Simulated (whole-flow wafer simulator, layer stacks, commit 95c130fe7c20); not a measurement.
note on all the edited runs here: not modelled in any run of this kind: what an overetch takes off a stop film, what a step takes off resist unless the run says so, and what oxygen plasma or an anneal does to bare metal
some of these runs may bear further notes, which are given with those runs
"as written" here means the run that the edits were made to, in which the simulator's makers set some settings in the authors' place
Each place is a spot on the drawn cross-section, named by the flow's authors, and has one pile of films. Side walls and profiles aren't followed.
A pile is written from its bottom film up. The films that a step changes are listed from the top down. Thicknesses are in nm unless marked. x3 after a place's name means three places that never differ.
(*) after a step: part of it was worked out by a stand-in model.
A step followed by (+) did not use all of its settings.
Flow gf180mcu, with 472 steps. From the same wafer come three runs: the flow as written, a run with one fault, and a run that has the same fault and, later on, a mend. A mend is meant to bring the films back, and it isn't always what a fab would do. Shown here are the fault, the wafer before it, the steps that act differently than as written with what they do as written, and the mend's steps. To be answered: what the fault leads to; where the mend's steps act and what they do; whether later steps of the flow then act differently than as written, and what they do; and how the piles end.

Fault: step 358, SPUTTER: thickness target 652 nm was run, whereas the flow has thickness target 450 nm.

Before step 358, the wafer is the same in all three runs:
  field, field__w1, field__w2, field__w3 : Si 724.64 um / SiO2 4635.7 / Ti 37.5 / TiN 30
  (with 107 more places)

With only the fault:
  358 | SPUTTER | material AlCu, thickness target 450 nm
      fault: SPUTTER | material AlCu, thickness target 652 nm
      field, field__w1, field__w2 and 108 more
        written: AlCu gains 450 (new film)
        fault: AlCu gains 652 (new film)
  Steps further on in the flow that do not act as written:
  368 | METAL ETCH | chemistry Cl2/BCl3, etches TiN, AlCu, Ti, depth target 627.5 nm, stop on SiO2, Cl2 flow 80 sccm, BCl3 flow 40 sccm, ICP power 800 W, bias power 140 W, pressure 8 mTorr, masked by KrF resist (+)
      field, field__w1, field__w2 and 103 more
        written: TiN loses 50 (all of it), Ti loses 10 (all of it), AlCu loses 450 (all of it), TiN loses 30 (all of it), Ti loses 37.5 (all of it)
        fault: TiN loses 50 (all of it), Ti loses 10 (all of it), AlCu loses 567.5
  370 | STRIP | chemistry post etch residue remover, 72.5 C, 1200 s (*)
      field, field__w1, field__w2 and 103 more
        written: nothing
        fault: AlCu loses 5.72
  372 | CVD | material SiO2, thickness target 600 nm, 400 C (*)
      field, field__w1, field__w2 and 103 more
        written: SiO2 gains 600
        fault: SiO2 gains 600 (new film)
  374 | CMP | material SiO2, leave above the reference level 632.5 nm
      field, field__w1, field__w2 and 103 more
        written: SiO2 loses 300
        fault: SiO2 loses 244.3
  By the end, the piles at field, field__w1, field__w2 and 109 more depart from the flow's by more than 2% or 0.5 nm, whichever is larger.
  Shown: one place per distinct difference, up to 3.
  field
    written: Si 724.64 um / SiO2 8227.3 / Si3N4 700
    fault: Si 724.64 um / SiO2 4635.7 / Ti 37.5 / TiN 30 / AlCu 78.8 / SiO2 3647.3 / Si3N4 700
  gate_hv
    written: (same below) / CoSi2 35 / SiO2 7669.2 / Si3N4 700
    fault: (same below) / CoSi2 35 / SiO2 4077.6 / Ti 37.5 / TiN 30 / AlCu 78.8 / SiO2 3647.3 / Si3N4 700
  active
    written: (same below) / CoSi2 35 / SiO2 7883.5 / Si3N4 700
    fault: (same below) / CoSi2 35 / SiO2 4291.9 / Ti 37.5 / TiN 30 / AlCu 78.8 / SiO2 3647.3 / Si3N4 700

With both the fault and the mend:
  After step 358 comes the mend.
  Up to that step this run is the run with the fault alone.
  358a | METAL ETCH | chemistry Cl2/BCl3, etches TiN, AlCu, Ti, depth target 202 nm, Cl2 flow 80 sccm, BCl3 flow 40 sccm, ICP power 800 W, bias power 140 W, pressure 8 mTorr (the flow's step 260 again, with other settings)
      field, field__w1, field__w2 and 108 more
        AlCu loses 202
  Later steps of the flow that are run all act as written at every place that is followed.
  At every place that both follow, the piles at the end match the flow's.
